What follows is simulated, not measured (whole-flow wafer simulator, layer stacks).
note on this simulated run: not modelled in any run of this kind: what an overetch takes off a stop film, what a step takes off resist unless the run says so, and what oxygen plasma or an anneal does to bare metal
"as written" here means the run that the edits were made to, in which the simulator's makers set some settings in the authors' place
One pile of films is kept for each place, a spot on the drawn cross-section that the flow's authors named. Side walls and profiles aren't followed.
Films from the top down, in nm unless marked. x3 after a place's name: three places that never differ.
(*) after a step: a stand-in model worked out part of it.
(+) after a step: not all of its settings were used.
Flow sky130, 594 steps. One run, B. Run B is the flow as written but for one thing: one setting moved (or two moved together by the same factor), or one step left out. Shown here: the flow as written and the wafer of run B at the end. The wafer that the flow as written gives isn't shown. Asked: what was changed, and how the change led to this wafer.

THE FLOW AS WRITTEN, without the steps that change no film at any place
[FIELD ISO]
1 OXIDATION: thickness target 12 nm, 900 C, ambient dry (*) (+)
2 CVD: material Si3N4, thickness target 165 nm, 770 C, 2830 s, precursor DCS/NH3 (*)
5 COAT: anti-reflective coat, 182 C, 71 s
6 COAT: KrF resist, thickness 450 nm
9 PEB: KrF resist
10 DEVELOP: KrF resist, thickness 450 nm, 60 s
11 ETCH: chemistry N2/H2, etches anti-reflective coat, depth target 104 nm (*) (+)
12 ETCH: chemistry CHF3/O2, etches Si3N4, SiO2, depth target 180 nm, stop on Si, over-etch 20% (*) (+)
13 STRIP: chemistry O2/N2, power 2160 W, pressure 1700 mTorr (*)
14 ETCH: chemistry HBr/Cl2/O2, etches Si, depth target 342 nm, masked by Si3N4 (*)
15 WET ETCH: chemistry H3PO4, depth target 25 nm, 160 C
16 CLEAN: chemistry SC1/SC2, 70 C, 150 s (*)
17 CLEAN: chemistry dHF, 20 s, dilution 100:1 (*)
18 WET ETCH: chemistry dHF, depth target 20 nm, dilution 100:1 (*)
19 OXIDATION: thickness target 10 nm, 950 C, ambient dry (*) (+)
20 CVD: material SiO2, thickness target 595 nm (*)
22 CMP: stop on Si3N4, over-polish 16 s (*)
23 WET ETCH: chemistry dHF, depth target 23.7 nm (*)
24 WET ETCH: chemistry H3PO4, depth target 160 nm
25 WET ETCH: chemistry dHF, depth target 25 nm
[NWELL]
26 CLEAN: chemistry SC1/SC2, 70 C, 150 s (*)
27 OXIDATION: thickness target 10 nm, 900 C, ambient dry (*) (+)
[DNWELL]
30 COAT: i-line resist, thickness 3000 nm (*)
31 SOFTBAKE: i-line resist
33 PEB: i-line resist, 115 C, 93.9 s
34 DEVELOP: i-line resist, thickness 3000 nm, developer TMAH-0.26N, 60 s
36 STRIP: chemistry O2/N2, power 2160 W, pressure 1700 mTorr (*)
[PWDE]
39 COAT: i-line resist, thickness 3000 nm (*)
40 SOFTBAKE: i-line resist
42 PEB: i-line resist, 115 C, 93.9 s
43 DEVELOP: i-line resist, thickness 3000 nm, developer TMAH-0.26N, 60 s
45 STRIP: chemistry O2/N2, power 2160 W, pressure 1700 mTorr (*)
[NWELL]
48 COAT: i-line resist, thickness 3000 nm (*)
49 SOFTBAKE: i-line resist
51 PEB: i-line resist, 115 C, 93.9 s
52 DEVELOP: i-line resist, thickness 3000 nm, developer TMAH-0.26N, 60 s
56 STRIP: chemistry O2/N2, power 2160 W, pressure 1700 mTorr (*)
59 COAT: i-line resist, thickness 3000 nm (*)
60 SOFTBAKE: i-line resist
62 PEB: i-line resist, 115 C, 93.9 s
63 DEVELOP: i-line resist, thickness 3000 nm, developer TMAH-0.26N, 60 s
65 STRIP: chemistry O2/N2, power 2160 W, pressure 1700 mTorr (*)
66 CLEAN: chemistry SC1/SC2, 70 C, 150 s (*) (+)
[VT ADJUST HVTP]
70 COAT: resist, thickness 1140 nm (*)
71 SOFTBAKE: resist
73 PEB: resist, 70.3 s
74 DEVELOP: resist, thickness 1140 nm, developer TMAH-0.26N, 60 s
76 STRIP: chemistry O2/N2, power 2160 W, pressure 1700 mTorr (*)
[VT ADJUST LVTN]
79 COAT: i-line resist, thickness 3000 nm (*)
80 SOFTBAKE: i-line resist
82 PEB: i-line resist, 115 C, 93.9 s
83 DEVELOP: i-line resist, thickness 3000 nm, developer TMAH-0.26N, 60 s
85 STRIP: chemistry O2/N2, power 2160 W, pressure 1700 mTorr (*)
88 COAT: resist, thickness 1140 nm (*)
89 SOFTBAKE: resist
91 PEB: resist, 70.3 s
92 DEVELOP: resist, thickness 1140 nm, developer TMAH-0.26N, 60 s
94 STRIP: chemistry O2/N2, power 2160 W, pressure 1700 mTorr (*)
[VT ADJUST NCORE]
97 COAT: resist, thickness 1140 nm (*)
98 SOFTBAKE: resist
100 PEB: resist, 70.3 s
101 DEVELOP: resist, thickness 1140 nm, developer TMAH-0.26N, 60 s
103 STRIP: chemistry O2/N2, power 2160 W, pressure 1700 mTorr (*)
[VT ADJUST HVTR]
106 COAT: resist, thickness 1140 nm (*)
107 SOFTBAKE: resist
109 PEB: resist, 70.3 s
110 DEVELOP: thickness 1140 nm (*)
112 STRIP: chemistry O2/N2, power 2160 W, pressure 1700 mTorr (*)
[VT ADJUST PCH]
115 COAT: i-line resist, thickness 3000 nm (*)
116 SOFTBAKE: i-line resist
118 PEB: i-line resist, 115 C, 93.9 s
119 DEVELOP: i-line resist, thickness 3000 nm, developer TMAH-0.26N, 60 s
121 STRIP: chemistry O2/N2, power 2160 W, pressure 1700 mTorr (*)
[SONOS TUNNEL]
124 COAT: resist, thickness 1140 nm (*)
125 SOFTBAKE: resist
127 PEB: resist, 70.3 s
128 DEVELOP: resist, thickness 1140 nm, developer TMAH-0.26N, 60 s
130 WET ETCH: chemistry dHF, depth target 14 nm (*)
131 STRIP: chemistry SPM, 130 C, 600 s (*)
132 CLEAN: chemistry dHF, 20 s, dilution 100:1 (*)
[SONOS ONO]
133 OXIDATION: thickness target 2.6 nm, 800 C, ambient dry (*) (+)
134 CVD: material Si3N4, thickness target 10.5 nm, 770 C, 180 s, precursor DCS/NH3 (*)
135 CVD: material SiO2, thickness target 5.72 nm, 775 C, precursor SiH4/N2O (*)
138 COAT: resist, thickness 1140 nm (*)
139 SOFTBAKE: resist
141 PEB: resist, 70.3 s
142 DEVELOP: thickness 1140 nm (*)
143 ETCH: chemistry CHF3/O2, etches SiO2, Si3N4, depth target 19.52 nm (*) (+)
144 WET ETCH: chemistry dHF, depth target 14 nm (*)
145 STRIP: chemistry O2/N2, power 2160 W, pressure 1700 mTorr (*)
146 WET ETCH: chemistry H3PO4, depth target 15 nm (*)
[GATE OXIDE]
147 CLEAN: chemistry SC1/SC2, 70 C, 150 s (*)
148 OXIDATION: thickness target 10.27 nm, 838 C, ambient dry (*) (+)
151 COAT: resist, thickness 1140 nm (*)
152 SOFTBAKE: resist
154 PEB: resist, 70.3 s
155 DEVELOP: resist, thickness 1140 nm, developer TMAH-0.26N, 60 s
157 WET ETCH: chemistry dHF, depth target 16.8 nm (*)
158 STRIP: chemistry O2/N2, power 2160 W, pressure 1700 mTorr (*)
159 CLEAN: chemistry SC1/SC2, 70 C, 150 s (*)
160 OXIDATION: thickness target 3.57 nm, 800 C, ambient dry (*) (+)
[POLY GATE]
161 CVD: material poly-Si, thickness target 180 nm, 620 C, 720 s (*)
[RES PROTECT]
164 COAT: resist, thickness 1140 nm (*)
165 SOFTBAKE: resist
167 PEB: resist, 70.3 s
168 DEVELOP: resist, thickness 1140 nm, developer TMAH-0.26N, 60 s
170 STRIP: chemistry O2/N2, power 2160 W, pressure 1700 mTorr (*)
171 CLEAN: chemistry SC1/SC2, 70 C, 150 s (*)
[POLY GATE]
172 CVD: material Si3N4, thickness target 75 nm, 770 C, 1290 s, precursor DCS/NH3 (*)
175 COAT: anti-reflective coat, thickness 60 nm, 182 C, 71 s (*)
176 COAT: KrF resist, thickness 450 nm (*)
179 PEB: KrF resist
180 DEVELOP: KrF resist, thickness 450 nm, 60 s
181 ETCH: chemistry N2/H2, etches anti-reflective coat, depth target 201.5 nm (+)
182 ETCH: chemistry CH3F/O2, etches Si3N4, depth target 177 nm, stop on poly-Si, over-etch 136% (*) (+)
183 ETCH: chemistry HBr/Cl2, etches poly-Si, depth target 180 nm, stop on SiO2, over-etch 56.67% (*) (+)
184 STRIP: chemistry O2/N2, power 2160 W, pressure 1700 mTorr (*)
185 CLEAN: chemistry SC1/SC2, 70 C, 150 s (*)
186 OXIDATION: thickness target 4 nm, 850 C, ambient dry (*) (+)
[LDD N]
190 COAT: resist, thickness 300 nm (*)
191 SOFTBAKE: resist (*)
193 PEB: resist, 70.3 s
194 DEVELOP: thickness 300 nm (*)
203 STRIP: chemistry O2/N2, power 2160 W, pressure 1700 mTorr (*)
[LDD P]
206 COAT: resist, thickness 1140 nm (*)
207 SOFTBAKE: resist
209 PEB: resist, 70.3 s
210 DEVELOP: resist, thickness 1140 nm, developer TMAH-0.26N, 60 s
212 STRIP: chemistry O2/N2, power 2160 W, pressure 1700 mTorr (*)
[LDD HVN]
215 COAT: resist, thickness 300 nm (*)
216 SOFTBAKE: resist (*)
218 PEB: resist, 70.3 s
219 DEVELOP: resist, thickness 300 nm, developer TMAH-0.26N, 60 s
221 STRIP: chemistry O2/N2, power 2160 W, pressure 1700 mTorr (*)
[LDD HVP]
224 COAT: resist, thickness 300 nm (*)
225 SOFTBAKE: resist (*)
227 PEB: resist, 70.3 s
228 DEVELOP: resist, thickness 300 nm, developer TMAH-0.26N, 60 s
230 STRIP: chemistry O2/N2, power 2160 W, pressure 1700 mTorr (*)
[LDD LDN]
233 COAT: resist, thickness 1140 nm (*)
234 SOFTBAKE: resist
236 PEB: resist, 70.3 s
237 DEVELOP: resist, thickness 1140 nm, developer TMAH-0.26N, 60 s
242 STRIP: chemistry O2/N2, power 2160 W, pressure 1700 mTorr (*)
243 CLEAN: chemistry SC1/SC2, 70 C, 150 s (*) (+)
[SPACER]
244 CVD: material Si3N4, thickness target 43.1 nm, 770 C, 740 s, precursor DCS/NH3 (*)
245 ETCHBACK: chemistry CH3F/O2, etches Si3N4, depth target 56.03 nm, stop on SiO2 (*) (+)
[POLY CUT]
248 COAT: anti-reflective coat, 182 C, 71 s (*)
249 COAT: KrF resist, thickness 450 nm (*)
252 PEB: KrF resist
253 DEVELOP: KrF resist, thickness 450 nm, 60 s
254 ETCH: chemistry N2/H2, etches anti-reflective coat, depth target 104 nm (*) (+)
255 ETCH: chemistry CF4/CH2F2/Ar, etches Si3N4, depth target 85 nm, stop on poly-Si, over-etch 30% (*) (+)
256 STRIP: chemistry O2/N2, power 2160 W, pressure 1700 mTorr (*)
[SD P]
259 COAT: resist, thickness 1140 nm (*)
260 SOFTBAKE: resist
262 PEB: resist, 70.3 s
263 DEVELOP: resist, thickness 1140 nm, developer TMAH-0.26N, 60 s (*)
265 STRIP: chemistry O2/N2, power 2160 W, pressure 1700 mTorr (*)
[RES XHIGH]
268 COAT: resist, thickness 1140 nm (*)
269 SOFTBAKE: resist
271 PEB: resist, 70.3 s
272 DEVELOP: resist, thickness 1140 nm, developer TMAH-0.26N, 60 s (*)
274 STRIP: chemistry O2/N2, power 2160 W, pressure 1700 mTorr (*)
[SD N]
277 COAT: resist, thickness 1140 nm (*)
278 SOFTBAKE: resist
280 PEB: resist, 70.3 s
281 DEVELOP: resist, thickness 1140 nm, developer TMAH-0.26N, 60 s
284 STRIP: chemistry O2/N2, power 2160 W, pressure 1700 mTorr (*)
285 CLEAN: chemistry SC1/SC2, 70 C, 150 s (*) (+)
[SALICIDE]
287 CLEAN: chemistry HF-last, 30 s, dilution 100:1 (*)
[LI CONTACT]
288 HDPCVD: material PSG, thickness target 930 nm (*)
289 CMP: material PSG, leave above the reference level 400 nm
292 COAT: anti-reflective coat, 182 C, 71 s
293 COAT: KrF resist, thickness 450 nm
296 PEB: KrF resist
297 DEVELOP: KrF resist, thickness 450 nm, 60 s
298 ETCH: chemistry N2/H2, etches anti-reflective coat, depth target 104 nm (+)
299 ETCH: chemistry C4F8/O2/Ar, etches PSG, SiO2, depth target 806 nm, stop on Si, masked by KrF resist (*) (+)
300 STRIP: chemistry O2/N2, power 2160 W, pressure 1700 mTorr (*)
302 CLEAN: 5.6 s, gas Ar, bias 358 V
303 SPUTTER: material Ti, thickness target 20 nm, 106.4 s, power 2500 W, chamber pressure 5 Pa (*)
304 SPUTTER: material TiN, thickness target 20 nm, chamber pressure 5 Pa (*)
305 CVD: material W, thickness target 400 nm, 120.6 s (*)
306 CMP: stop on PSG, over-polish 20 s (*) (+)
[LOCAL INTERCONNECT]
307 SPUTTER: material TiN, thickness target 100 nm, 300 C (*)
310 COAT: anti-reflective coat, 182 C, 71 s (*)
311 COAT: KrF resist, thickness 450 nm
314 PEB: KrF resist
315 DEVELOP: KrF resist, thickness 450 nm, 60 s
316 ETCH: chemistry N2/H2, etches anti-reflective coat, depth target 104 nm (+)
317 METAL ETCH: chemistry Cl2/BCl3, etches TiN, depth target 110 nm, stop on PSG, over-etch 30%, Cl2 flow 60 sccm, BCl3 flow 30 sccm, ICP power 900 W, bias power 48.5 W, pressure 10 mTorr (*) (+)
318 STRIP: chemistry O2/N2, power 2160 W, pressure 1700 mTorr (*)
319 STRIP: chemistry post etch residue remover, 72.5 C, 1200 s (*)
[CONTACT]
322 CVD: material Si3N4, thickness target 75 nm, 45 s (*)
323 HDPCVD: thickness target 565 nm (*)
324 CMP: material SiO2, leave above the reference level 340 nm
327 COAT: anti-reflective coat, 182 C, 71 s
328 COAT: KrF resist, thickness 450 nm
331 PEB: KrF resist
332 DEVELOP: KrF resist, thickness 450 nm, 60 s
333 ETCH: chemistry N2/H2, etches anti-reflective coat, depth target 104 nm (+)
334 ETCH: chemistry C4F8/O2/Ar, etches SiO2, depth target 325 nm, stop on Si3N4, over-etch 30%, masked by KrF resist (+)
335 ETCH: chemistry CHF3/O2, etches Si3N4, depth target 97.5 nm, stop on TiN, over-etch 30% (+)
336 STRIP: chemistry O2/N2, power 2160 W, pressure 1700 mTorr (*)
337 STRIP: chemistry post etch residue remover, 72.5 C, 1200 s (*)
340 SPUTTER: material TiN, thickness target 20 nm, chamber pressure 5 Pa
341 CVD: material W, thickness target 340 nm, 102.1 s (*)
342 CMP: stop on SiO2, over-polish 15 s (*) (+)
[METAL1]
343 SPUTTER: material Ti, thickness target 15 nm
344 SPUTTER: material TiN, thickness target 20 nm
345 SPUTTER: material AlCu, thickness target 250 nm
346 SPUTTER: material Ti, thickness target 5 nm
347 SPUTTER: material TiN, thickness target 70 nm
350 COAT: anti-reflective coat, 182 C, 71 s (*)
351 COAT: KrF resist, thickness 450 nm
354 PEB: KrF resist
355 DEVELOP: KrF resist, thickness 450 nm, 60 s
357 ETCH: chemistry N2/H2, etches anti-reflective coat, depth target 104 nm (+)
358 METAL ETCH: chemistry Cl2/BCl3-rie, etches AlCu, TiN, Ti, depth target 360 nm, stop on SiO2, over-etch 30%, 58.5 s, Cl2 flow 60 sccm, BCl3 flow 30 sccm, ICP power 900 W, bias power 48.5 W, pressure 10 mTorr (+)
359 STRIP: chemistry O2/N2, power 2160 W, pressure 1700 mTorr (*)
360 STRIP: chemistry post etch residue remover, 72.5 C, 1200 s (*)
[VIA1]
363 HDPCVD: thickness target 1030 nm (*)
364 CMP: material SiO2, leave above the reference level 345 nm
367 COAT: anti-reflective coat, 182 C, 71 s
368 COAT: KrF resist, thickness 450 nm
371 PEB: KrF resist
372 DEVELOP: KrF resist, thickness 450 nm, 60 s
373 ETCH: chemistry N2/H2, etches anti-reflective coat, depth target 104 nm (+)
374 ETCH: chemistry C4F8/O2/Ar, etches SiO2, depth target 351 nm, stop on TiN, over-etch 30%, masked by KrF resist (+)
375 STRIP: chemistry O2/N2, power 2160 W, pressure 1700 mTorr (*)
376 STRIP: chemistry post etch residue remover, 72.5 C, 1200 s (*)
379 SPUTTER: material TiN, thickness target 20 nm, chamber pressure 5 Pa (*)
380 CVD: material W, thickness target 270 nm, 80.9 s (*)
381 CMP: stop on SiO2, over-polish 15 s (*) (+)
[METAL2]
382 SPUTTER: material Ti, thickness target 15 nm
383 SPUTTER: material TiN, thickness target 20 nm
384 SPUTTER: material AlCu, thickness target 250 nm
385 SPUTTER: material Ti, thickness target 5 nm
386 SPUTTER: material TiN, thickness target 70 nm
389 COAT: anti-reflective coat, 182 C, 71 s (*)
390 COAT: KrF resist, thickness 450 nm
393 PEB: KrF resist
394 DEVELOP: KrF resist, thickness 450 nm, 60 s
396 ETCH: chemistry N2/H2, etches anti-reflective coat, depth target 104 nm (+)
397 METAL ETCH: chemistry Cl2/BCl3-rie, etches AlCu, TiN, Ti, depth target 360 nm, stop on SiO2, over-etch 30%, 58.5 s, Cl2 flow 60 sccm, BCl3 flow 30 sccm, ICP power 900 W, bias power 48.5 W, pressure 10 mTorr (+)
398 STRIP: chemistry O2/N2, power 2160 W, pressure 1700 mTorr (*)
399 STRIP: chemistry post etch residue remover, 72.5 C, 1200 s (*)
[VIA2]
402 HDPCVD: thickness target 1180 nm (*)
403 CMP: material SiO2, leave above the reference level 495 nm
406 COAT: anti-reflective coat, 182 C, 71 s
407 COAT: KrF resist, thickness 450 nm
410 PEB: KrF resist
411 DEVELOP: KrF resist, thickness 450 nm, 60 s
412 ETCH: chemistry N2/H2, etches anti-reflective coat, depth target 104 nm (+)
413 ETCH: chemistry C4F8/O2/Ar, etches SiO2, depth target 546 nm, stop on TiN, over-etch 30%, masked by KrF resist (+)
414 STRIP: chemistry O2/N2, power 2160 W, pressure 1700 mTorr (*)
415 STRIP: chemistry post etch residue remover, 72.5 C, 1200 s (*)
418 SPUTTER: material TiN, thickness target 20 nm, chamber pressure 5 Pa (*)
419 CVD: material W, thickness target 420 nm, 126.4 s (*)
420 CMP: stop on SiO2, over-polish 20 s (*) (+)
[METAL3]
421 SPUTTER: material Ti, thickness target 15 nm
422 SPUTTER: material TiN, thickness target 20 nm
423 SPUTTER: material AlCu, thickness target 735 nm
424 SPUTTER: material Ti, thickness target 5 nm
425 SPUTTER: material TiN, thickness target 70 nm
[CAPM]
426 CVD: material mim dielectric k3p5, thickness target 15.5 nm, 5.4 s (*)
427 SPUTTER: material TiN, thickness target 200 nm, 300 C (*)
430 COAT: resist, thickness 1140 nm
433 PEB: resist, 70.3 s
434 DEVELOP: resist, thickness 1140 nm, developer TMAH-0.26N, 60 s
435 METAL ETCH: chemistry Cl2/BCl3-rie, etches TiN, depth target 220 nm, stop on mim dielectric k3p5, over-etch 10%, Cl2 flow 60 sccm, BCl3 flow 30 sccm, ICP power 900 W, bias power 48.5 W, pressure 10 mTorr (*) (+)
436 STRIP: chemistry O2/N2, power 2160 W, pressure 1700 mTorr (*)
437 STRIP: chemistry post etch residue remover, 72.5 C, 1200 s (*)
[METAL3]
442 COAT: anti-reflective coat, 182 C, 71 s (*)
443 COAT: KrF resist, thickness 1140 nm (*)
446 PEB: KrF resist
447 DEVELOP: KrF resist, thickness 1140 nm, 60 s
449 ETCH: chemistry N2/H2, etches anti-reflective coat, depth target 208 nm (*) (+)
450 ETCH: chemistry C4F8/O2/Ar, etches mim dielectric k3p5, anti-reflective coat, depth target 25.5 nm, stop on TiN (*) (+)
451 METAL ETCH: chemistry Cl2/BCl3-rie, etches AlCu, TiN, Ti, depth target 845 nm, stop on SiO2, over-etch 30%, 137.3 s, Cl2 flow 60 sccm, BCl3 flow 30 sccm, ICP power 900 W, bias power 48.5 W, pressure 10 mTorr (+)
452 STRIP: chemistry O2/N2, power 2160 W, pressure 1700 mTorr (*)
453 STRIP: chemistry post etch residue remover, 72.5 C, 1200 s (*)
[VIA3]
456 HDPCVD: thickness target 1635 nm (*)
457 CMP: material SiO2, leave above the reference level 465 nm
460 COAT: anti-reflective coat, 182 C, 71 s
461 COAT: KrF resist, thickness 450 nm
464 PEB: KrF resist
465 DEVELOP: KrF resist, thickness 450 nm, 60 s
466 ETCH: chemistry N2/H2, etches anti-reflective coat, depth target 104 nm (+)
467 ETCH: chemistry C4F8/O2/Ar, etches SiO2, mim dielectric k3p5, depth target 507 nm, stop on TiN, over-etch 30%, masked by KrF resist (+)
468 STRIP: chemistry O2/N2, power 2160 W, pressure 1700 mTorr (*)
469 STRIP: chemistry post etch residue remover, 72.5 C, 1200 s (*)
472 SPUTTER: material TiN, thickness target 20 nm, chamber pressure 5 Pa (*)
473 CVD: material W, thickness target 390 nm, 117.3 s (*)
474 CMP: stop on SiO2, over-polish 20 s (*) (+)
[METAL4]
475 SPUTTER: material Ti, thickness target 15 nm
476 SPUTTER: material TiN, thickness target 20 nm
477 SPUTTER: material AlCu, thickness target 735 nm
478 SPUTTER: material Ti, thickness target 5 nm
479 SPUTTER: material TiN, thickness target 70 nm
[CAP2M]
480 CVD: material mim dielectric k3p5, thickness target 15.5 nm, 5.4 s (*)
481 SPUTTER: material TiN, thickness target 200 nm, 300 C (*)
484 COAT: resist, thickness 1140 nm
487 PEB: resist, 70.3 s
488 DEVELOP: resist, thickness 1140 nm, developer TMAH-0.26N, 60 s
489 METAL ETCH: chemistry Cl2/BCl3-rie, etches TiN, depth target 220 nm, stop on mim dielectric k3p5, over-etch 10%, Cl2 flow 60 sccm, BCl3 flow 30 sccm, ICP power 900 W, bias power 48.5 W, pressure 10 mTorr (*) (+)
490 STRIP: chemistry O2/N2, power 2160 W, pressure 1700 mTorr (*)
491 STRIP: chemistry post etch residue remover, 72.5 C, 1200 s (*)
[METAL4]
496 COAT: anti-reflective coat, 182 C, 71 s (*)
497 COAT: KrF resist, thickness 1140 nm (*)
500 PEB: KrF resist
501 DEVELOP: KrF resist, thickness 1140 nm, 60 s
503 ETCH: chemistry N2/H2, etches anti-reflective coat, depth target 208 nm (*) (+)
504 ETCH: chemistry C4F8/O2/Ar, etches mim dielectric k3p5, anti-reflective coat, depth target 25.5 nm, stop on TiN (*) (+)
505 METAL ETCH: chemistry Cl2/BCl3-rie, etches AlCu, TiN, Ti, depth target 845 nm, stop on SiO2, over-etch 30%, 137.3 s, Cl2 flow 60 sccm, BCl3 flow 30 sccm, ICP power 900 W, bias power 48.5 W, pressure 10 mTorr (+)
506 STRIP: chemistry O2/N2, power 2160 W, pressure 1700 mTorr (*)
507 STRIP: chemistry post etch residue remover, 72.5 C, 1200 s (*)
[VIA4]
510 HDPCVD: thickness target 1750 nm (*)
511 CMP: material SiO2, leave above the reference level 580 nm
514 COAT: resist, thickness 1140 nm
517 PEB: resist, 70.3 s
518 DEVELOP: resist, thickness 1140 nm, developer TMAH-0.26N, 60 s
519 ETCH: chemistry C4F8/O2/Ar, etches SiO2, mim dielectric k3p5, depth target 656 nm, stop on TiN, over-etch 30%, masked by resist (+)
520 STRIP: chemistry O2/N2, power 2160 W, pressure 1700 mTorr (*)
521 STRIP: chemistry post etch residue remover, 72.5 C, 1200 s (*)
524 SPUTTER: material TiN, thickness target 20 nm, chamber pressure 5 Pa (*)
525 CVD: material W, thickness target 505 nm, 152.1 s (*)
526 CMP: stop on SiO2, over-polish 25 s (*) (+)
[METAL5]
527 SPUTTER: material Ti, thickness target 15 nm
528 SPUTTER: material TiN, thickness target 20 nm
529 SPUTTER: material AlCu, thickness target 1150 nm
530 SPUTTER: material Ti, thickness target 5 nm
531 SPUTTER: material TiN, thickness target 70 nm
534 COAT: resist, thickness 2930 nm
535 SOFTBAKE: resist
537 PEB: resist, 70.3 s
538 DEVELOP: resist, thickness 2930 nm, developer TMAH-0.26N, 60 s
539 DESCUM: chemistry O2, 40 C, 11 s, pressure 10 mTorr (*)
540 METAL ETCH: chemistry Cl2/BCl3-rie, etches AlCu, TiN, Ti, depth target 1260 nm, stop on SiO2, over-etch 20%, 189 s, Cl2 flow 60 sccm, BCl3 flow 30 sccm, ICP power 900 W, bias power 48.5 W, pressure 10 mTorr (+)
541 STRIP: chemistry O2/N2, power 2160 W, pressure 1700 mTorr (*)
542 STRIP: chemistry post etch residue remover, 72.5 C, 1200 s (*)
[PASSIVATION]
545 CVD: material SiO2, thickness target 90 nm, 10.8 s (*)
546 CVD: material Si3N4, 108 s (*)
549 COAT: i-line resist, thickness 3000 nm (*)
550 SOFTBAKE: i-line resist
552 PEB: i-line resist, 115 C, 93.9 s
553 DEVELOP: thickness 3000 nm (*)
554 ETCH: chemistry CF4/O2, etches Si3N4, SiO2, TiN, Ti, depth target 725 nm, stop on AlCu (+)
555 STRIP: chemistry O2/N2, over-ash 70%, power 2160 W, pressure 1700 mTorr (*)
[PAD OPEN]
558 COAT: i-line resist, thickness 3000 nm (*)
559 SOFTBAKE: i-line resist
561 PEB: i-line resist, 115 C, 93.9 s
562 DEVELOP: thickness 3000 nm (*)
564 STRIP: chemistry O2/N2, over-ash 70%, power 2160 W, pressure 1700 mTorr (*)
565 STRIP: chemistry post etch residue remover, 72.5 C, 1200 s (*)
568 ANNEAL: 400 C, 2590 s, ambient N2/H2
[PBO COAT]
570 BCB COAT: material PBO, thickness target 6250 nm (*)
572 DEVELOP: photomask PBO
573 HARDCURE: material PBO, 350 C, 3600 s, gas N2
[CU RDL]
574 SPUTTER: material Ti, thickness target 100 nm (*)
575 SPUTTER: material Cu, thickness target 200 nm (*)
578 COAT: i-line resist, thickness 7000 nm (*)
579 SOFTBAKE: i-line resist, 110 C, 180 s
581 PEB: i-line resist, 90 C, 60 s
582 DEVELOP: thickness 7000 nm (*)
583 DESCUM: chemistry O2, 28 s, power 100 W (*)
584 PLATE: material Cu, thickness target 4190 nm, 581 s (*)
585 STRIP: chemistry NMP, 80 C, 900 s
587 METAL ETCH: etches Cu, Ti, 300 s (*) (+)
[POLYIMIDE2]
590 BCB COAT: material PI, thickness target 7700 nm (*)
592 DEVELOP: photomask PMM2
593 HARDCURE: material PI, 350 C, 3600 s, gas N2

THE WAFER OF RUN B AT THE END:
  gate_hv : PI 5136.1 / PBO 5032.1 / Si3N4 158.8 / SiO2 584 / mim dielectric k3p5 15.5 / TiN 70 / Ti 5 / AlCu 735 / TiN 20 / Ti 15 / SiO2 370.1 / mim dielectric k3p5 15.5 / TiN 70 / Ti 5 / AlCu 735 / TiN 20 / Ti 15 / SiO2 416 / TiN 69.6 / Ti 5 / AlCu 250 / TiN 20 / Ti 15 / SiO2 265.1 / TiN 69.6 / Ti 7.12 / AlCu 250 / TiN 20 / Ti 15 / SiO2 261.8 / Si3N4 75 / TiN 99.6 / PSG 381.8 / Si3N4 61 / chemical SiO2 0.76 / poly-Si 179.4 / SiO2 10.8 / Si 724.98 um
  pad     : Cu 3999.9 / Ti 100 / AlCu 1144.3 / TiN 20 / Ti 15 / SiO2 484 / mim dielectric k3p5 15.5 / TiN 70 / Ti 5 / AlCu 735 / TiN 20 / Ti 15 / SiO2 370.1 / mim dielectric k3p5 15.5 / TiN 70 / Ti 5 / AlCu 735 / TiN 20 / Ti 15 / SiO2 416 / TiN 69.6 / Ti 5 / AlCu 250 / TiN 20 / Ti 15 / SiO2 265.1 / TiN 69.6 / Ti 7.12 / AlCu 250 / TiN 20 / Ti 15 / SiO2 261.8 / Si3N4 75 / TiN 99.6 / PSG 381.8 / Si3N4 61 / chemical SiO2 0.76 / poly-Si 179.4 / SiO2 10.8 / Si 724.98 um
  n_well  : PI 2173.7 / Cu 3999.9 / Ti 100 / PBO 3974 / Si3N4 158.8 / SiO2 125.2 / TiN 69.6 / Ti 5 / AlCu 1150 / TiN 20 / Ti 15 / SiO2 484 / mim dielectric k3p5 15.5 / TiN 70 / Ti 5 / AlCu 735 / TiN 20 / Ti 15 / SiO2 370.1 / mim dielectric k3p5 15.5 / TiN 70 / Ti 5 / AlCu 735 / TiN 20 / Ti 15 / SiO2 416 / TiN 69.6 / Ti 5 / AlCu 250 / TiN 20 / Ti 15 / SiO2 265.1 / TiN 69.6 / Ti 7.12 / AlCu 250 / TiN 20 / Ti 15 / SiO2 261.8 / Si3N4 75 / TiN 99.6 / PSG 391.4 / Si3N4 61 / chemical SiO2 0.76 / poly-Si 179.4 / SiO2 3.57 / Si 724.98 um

The cause: step 346, SPUTTER: thickness target 7.12 nm was run, where the flow has thickness target 5 nm.
It can be read off the wafer: gate_hv has Ti 7.12, and step 346 as written asks for 5 nm.

How the change led to this, step by step:
  346 SPUTTER: material Ti, thickness target 5 nm
      field, active, n_well and 188 more: Ti +7.12 (new film) (as written it would be: Ti +5 (new film))
  358 METAL ETCH: chemistry Cl2/BCl3-rie, etches AlCu, TiN, Ti, depth target 360 nm, stop on SiO2, over-etch 30%, 58.5 s, Cl2 flow 60 sccm, BCl3 flow 30 sccm, ICP power 900 W, bias power 48.5 W, pressure 10 mTorr (+)
      field, active, gate and 81 more: TiN -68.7 (all of it), Ti -7.12 (all of it), AlCu -250 (all of it), TiN -20 (all of it), Ti -15 (all of it), SiO2 -10.7 (as written it would be: TiN -68.7 (all of it), Ti -5 (all of it), AlCu -250 (all of it), TiN -20 (all of it), Ti -15 (all of it), SiO2 -10.9)
